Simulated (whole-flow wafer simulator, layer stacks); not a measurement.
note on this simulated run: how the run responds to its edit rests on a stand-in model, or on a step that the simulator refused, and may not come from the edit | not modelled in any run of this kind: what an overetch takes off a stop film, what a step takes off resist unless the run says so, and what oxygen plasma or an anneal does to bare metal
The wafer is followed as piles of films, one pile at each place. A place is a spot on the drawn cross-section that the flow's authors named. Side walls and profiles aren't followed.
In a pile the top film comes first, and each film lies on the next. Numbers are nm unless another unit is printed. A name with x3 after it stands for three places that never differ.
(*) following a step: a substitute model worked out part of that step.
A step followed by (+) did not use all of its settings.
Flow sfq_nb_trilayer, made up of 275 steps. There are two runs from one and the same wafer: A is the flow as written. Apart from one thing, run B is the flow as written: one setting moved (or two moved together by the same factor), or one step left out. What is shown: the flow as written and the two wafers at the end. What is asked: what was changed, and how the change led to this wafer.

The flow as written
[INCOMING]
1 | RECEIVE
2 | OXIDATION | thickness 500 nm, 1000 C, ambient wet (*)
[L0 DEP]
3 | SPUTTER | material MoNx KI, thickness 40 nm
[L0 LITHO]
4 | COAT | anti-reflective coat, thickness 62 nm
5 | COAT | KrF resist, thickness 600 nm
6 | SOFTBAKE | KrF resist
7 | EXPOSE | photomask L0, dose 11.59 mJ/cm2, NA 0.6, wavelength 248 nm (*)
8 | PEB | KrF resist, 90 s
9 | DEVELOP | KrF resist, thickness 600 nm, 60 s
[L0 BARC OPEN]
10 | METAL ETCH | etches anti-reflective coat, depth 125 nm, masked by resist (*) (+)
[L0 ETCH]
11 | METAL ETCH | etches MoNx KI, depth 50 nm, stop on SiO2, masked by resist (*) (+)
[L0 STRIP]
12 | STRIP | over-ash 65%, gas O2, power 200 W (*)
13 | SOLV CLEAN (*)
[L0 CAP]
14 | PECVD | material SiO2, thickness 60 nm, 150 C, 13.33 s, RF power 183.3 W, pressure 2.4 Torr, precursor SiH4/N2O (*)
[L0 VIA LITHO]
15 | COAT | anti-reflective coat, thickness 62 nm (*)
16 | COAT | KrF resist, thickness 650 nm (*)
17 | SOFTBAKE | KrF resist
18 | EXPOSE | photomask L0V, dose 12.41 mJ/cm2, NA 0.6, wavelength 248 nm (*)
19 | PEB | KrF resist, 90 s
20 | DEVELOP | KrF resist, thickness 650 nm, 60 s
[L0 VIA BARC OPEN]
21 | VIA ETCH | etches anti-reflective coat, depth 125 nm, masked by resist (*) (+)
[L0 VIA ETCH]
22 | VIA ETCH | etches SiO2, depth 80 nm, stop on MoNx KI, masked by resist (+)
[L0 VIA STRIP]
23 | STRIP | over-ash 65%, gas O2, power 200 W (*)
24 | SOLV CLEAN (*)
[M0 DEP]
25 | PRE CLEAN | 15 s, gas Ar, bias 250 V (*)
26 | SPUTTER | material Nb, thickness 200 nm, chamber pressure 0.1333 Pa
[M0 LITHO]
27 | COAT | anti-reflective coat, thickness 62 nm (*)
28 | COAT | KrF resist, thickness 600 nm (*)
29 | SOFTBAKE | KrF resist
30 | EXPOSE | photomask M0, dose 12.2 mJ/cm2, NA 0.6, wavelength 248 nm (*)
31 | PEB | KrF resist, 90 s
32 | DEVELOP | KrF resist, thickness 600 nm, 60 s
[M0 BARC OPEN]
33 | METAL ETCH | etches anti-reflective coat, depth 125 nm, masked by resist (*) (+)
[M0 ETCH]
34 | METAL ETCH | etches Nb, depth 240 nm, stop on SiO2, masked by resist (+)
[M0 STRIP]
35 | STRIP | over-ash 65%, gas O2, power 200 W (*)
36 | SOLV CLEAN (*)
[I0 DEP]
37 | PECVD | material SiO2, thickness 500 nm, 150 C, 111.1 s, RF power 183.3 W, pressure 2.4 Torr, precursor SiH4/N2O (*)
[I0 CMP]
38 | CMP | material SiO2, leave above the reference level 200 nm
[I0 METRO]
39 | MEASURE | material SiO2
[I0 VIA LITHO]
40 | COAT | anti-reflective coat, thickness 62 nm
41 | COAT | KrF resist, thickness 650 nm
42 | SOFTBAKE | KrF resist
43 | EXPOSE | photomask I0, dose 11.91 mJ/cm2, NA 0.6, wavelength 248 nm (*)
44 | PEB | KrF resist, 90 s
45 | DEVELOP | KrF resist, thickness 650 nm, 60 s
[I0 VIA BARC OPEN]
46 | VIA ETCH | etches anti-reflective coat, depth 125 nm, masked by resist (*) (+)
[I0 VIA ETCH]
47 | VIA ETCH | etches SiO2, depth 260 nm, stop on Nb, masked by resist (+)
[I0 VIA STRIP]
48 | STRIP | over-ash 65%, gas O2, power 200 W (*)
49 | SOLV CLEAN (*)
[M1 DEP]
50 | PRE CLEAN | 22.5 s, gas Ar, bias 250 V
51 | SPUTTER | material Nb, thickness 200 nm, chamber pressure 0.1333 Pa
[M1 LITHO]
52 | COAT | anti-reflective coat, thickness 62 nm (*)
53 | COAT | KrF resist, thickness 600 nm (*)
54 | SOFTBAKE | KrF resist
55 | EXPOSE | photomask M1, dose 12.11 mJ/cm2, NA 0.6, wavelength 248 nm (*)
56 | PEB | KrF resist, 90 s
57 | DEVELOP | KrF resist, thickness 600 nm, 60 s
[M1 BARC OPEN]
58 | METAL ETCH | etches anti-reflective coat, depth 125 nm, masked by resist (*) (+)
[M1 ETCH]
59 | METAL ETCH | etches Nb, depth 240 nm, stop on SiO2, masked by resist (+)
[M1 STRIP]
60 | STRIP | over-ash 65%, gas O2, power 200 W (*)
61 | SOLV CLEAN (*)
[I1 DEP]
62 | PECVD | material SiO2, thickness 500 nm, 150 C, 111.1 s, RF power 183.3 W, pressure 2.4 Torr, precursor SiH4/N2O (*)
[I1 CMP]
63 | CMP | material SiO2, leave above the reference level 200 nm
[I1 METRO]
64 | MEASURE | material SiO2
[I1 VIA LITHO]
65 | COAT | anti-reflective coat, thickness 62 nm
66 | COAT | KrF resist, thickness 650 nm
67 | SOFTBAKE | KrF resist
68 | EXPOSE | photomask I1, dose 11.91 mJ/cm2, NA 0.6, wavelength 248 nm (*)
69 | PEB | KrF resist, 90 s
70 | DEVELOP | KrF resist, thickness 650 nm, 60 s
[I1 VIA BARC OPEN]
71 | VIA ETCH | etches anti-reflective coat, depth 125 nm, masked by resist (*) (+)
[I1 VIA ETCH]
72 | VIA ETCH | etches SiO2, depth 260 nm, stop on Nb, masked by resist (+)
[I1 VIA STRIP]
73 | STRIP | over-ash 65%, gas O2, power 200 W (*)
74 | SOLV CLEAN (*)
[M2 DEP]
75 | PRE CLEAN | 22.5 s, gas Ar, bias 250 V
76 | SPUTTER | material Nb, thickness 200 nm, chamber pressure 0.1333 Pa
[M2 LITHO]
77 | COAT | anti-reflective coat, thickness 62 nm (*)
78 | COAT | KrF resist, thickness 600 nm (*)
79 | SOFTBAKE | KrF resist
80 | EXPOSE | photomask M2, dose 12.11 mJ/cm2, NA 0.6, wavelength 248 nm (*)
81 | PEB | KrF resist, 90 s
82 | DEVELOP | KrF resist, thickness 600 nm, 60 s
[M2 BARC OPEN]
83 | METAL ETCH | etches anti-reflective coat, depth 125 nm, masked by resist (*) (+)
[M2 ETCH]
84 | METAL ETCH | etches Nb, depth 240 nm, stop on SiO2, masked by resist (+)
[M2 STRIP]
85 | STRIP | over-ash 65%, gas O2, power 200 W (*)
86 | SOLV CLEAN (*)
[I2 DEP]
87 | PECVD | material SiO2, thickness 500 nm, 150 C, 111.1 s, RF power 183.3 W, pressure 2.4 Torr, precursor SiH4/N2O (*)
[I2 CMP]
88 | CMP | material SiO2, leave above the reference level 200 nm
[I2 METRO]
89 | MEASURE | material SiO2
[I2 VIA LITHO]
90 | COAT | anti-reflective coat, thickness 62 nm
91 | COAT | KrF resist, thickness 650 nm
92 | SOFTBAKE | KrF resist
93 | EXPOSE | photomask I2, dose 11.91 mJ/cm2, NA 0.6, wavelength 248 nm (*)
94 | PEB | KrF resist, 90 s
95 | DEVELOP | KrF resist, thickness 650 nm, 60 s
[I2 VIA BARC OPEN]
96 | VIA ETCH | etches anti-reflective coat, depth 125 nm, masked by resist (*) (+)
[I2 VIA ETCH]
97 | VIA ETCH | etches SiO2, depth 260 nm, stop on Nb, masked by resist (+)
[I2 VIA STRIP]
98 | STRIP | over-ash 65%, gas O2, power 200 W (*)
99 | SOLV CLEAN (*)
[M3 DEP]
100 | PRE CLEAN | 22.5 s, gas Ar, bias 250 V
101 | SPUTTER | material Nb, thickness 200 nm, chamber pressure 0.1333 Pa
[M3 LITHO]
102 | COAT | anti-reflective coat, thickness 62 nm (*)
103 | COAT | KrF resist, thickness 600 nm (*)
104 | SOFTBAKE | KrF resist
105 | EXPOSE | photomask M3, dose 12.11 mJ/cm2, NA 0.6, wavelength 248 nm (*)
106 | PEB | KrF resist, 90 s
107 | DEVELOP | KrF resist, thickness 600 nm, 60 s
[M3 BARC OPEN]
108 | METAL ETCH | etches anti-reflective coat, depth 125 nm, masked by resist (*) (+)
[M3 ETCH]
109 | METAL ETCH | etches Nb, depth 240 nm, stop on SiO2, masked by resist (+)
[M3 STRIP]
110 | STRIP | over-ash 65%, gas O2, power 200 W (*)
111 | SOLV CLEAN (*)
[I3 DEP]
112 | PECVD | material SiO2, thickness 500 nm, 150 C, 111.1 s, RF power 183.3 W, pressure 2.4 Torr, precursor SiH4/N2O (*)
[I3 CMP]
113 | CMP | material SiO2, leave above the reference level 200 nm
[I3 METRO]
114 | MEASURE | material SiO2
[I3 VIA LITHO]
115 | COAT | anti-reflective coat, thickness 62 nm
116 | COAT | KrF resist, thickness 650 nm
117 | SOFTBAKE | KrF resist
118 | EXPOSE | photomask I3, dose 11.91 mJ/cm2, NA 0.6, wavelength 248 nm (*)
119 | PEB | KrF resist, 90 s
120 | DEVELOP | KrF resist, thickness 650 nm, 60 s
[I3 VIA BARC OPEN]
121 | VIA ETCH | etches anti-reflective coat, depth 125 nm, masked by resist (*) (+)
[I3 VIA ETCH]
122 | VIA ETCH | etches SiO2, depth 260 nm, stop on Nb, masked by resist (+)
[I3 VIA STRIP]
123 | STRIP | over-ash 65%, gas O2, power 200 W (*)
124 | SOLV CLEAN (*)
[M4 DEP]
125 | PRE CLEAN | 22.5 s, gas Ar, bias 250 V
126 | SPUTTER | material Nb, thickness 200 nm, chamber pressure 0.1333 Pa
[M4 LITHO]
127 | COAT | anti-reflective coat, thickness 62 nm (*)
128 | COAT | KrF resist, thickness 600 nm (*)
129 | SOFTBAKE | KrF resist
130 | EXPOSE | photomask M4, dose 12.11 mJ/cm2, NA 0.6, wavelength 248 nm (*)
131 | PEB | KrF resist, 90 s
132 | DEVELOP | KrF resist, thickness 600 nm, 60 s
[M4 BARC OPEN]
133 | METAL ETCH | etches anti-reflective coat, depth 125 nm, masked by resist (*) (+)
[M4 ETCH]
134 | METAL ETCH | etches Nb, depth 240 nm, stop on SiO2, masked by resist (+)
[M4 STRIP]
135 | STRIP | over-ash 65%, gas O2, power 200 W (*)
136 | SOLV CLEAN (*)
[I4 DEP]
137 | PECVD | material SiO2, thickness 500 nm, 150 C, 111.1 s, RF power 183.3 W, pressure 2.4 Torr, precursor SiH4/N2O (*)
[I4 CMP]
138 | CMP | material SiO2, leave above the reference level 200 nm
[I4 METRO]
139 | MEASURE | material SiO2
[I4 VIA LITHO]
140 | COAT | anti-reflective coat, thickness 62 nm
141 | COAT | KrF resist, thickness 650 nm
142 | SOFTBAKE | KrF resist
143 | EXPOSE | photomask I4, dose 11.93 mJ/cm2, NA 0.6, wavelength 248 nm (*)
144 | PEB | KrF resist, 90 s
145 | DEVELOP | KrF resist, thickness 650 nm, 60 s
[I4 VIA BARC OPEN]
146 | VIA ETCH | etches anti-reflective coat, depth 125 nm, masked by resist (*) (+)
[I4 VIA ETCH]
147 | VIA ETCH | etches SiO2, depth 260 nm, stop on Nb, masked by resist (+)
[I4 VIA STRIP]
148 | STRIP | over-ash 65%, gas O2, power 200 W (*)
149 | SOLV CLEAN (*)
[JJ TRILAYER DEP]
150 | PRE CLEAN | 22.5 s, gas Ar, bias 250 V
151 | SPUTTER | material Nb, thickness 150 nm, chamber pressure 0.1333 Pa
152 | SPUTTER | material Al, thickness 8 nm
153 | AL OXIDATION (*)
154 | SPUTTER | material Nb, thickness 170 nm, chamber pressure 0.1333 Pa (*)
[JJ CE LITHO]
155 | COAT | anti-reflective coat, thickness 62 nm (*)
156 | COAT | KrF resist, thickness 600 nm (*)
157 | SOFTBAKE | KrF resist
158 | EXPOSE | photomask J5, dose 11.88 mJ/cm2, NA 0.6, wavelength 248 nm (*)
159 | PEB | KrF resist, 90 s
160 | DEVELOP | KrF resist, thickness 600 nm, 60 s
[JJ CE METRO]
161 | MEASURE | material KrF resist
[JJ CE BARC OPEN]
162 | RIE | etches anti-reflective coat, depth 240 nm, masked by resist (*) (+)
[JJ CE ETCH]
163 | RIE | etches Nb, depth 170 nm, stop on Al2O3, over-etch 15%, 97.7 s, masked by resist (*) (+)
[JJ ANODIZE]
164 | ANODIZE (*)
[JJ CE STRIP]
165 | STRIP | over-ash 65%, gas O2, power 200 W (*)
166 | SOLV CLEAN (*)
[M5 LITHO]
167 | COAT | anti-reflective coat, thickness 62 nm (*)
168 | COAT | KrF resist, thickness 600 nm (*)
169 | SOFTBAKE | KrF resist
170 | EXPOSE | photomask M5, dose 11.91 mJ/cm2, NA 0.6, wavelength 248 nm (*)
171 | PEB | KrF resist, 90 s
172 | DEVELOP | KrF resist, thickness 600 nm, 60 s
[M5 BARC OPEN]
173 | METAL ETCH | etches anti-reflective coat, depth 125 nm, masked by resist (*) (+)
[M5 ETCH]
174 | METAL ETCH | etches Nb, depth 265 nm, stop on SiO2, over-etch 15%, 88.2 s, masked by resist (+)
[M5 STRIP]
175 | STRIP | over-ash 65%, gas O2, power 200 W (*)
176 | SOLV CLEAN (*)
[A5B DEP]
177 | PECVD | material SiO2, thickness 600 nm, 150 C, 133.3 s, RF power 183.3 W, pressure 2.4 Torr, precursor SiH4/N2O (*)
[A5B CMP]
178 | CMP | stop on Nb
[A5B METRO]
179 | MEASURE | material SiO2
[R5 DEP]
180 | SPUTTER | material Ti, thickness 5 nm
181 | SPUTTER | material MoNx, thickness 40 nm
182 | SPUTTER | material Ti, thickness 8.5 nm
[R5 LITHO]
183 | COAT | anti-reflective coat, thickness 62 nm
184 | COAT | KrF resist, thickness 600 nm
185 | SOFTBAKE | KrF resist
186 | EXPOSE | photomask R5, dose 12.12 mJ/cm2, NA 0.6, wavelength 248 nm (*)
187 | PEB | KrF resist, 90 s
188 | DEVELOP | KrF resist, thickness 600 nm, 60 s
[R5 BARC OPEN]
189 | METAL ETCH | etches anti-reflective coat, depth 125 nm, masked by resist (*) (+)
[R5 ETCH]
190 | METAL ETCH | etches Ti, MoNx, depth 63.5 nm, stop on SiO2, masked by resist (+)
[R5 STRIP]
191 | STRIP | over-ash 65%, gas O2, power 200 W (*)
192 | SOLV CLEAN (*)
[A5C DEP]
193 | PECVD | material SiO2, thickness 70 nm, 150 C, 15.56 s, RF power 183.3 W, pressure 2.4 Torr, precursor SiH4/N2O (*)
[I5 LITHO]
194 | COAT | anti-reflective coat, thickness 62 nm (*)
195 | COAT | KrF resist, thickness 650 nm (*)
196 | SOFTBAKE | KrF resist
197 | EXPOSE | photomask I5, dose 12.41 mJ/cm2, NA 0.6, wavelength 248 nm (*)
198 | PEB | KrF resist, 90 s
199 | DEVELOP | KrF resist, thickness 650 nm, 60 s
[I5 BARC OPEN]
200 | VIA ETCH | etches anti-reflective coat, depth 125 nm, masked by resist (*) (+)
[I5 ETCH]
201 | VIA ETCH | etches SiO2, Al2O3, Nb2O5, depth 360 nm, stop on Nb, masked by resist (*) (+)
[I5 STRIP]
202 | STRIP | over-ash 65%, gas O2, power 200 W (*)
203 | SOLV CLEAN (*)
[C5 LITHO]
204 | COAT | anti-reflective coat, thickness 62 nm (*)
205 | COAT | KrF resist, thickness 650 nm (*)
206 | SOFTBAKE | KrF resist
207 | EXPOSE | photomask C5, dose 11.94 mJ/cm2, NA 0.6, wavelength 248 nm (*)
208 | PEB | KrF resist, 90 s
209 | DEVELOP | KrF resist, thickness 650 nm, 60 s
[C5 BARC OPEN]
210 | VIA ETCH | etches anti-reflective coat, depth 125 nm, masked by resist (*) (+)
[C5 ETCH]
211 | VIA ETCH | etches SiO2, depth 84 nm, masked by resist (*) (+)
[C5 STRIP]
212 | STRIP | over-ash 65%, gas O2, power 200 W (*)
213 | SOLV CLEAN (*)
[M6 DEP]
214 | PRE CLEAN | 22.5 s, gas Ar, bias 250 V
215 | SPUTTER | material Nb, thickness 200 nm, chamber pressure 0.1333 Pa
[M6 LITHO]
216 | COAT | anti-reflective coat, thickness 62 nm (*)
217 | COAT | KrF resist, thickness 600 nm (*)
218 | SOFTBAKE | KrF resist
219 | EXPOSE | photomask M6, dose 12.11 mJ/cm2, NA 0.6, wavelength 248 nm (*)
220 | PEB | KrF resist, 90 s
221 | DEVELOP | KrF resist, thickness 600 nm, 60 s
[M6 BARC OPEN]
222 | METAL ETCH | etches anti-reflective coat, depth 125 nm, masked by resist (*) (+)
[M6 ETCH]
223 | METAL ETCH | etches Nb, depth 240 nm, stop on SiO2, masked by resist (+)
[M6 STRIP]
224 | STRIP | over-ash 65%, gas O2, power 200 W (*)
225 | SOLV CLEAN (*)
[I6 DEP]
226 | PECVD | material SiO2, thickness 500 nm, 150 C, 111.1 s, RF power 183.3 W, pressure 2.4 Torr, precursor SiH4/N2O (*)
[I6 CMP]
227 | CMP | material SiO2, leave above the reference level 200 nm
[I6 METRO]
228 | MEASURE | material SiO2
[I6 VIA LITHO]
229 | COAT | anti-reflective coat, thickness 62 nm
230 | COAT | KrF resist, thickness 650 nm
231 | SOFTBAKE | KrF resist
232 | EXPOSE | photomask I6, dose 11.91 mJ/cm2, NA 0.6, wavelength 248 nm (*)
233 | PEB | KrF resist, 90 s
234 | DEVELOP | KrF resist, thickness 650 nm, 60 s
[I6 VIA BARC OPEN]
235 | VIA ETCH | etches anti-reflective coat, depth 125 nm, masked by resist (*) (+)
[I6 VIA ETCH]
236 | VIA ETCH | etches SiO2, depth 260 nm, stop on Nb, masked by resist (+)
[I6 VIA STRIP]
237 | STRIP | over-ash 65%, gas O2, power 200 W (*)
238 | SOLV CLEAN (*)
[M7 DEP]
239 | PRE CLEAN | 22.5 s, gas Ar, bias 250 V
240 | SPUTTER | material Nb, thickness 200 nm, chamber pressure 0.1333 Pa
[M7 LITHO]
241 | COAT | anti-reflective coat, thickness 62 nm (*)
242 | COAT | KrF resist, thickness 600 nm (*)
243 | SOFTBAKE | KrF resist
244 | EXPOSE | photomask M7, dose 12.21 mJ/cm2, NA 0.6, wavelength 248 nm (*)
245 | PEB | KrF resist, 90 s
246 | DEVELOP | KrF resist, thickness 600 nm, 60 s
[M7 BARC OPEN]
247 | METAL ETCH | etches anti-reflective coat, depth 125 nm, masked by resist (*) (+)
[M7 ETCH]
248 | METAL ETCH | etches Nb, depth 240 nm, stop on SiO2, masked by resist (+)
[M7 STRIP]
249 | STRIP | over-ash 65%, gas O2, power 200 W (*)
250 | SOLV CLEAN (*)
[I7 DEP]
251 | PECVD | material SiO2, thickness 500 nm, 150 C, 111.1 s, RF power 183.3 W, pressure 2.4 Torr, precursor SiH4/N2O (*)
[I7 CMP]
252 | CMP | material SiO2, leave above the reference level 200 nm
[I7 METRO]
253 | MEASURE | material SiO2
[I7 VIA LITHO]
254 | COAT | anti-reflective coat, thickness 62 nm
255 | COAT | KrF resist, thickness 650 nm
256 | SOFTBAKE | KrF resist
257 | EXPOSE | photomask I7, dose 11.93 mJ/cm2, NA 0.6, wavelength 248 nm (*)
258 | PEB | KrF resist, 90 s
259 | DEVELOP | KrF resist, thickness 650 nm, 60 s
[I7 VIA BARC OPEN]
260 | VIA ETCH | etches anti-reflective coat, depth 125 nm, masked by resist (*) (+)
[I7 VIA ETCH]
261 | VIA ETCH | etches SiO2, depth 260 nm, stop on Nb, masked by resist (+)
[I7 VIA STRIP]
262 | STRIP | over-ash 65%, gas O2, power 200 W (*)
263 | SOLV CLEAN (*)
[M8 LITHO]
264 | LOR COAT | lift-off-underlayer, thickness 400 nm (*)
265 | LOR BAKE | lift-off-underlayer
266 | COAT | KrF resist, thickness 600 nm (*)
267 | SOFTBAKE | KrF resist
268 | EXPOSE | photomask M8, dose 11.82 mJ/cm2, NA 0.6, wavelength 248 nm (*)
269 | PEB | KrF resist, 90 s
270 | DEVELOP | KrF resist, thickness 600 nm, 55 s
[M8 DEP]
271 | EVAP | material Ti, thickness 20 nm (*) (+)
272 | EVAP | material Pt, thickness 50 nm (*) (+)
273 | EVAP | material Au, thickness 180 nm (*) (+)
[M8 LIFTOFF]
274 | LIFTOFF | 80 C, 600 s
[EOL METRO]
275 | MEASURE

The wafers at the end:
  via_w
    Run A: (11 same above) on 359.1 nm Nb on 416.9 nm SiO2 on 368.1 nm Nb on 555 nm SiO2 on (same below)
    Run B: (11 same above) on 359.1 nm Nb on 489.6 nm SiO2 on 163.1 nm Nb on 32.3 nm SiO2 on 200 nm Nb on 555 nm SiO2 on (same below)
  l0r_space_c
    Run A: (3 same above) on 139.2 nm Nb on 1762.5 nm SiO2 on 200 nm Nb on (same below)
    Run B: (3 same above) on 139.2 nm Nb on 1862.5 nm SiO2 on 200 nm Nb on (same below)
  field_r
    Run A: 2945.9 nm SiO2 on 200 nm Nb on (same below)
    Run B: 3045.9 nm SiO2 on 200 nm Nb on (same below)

What caused this: step 38, CMP: leave above the reference level 300 nm was run, while the flow as written has leave above the reference level 200 nm.

How this came from the change, step by step:
  38 | CMP | material SiO2, leave above the reference level 200 nm
      v_sur, via_wl, via_w and 94 more: A SiO2 loses 300 | B SiO2 loses 200
      field_l, l0_sur, l0r_line_l, l0r_line_c, l0r_line_r: A SiO2 loses 340 | B SiO2 loses 240
      (also at 4 further places)
  47 | VIA ETCH | etches SiO2, depth 260 nm, stop on Nb, masked by resist (+)
      via_w: A SiO2 loses 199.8 (all of it) | B SiO2 loses 260
  50 | PRE CLEAN | 22.5 s, gas Ar, bias 250 V
      via_w: A Nb loses 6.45 | B SiO2 loses 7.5
  51 | SPUTTER | material Nb, thickness 200 nm, chamber pressure 0.1333 Pa
      via_w: A Nb gains 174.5 | B Nb gains 163.1 (new film)
  52 | COAT | anti-reflective coat, thickness 62 nm (*)
      via_w: A anti-reflective coat gains 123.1 (new film) | B anti-reflective coat gains 136.1 (new film)
      via_wr: A anti-reflective coat gains 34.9 (new film) | B anti-reflective coat gains 33.2 (new film)
  53 | COAT | KrF resist, thickness 600 nm (*)
      via_w: A KrF resist gains 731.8 (new film) | B KrF resist gains 781.6 (new film)
  60 | STRIP | over-ash 65%, gas O2, power 200 W (*)
      via_w: A KrF resist loses 513.8 (all of it), anti-reflective coat loses 123.1 (all of it) | B KrF resist loses 563.6 (all of it), anti-reflective coat loses 136.1 (all of it)
      via_wr: A KrF resist loses 384.4 (all of it), anti-reflective coat loses 34.9 (all of it) | B KrF resist loses 378.6 (all of it), anti-reflective coat loses 33.2 (all of it)
  62 | PECVD | material SiO2, thickness 500 nm, 150 C, 111.1 s, RF power 183.3 W, pressure 2.4 Torr, precursor SiH4/N2O (*)
      via_w: A SiO2 gains 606 (new film) | B SiO2 gains 678.7 (new film)
With metal films that touch counted as one body, via_w has 6 bodies (between them, from the top down: SiO2 192.5; SiO2 427.3 / Al2O3 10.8 / Nb2O5 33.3; SiO2 425.9; SiO2 489.6; SiO2 32.3); the flow as written gives 5 bodies (between them, from the top down: SiO2 192.5; SiO2 427.3 / Al2O3 10.8 / Nb2O5 33.3; SiO2 425.9; SiO2 416.9).
